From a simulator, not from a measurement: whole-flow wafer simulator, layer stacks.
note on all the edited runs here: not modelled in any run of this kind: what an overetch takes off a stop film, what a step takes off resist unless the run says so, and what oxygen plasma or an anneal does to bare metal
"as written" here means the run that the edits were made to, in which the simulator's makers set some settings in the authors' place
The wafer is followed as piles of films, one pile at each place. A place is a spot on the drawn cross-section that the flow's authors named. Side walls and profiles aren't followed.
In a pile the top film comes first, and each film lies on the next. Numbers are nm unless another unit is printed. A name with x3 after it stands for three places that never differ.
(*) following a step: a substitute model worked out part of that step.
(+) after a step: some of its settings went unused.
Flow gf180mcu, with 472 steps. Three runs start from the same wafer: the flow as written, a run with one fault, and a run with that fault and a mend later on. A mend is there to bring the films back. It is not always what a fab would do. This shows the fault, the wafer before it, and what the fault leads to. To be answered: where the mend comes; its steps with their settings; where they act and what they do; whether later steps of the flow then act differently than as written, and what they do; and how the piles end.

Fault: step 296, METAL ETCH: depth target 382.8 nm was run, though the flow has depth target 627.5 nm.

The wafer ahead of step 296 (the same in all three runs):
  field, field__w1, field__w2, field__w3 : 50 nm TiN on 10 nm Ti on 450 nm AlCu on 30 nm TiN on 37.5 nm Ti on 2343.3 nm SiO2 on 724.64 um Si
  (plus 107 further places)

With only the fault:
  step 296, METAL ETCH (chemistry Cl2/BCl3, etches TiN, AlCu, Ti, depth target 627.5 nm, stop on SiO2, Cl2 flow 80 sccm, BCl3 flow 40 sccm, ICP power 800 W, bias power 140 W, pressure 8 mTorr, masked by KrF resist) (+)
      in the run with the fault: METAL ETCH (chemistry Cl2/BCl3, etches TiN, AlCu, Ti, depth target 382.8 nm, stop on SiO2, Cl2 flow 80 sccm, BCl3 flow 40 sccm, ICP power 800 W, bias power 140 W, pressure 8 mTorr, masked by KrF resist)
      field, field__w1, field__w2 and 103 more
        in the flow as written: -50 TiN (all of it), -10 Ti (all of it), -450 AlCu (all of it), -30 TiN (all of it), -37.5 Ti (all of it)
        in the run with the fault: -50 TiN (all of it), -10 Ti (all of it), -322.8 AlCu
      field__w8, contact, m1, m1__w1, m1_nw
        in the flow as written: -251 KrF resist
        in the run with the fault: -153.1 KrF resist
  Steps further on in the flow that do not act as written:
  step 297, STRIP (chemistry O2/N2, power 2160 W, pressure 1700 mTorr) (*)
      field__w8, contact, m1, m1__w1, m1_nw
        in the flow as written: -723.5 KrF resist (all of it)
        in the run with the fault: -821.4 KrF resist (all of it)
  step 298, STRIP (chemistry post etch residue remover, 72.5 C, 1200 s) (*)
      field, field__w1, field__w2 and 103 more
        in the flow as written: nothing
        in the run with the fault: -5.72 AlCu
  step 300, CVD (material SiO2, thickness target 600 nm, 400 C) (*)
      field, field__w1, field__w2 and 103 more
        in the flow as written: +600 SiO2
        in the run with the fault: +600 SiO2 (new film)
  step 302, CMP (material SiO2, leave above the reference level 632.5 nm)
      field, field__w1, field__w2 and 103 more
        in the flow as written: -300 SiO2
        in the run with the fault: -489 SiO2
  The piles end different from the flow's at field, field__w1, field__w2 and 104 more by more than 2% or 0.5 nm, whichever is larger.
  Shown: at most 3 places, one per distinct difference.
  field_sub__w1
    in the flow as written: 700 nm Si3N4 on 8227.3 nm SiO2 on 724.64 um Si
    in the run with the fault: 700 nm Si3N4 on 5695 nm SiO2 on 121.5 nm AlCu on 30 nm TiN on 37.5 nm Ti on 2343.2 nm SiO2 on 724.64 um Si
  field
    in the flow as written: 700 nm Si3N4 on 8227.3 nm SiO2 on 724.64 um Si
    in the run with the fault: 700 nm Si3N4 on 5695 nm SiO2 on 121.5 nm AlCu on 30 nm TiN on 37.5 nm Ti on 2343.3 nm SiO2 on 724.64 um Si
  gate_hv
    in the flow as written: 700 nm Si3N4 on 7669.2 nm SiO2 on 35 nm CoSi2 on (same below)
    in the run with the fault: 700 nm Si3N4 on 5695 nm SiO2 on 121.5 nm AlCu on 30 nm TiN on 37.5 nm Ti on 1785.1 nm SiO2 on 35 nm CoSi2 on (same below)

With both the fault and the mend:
  After step 296 comes the mend.
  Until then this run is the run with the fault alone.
  step 296a, METAL ETCH (chemistry Cl2/BCl3, etches TiN, AlCu, Ti, depth target 244.7 nm, stop on SiO2, Cl2 flow 80 sccm, BCl3 flow 40 sccm, ICP power 800 W, bias power 140 W, pressure 8 mTorr, masked by KrF resist) (+) (a further turn of the flow's step 296, with different settings)
      field, field__w1, field__w2 and 103 more
        -127.2 AlCu (all of it), -30 TiN (all of it), -37.5 Ti (all of it)
      field__w8, contact, m1, m1__w1, m1_nw
        -97.9 KrF resist
  Later steps of the flow that are run all act as written at every place that is followed.
  By the end, the piles equal the flow's at every place that both follow.
